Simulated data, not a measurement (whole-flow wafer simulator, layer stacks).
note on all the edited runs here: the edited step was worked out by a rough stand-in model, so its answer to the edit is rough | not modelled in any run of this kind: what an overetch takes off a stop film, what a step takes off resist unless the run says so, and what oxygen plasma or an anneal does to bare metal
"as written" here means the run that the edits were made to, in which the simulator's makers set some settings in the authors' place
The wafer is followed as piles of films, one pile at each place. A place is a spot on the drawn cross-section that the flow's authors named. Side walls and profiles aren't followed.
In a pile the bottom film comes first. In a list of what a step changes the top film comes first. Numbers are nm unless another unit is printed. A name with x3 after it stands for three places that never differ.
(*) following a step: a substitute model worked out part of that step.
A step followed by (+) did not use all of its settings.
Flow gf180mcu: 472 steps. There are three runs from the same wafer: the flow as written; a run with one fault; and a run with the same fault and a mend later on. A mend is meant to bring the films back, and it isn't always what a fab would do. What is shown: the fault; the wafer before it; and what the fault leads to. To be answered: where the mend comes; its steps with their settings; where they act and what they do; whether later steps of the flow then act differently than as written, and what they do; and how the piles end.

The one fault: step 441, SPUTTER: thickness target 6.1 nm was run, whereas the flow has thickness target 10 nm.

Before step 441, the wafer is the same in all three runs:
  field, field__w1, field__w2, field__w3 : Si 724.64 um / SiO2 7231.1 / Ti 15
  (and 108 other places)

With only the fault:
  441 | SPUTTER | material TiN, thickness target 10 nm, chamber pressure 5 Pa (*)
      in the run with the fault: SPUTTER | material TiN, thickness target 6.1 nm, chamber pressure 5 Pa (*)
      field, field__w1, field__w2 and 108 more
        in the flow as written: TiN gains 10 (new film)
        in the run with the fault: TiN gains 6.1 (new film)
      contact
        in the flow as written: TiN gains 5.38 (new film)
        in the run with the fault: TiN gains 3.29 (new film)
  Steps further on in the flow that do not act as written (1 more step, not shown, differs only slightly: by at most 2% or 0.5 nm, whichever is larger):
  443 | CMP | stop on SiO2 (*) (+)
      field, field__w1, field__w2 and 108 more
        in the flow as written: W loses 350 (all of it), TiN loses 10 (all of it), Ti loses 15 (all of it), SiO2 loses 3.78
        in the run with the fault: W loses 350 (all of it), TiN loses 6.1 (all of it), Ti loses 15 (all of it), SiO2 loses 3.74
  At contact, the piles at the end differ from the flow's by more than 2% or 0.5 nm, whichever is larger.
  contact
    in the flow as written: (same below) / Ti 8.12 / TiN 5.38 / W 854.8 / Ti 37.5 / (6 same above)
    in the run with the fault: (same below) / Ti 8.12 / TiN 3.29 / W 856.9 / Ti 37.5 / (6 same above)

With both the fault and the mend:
  After step 441 comes the mend.
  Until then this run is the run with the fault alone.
  441a | SPUTTER | material TiN, thickness target 3.9 nm, chamber pressure 5 Pa (*) (the flow's step 441, run once more with other settings)
      field, field__w1, field__w2 and 108 more
        TiN gains 3.9
      contact
        TiN gains 2.1
  Later steps of the flow that are run all act as written at every place that is followed.
  At every place that both follow, the piles at the end match the flow's.
